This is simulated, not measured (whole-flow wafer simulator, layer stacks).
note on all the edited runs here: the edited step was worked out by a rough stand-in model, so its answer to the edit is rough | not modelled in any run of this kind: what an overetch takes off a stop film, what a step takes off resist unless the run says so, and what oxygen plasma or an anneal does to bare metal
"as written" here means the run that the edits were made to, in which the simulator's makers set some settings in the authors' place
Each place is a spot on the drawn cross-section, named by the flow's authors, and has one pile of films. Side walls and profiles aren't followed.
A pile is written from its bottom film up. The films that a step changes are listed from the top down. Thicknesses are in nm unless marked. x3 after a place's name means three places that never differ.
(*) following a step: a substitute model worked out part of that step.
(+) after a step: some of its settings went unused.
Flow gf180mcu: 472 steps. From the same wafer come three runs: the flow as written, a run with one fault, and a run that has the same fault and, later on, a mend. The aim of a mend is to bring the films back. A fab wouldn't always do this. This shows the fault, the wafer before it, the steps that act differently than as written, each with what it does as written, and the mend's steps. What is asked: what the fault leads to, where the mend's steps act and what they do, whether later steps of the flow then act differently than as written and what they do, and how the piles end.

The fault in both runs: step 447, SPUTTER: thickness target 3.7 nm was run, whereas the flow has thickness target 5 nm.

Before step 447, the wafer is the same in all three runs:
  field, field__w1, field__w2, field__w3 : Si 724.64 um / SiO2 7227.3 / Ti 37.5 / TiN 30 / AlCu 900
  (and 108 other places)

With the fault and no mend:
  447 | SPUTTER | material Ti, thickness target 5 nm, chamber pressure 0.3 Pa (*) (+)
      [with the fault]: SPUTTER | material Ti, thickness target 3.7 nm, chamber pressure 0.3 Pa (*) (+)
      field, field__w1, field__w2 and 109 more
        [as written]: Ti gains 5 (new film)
        [with the fault]: Ti gains 3.7 (new film)
  Later steps of the flow acting differently than as written (4 more steps, not shown, differ only slightly: by at most 2% or 0.5 nm, whichever is larger):
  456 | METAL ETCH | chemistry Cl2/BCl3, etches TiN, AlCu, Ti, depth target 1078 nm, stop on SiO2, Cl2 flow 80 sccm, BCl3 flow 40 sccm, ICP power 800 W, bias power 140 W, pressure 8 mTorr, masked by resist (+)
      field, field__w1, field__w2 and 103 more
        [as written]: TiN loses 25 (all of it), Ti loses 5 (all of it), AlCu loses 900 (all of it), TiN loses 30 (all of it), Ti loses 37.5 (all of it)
        [with the fault]: TiN loses 25 (all of it), Ti loses 3.7 (all of it), AlCu loses 900 (all of it), TiN loses 30 (all of it), Ti loses 37.5 (all of it)
  The piles end different from the flow's at field__w8, contact, m1, m1__w1, pad, m1_nw by more than 2% or 0.5 nm, whichever is larger.
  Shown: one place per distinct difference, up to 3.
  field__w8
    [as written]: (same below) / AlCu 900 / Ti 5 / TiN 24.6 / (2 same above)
    [with the fault]: (same below) / AlCu 900 / Ti 3.7 / TiN 24.6 / (2 same above)
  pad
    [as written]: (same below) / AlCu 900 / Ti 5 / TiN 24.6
    [with the fault]: (same below) / AlCu 900 / Ti 3.7 / TiN 24.6

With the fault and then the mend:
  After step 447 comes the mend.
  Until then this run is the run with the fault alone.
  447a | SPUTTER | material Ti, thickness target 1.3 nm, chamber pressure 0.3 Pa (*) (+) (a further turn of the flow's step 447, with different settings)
      field, field__w1, field__w2 and 109 more
        Ti gains 1.3
  Every later step of the flow that is run acts as written at every place that is followed.
  By the end, the piles equal the flow's at every place that both follow.
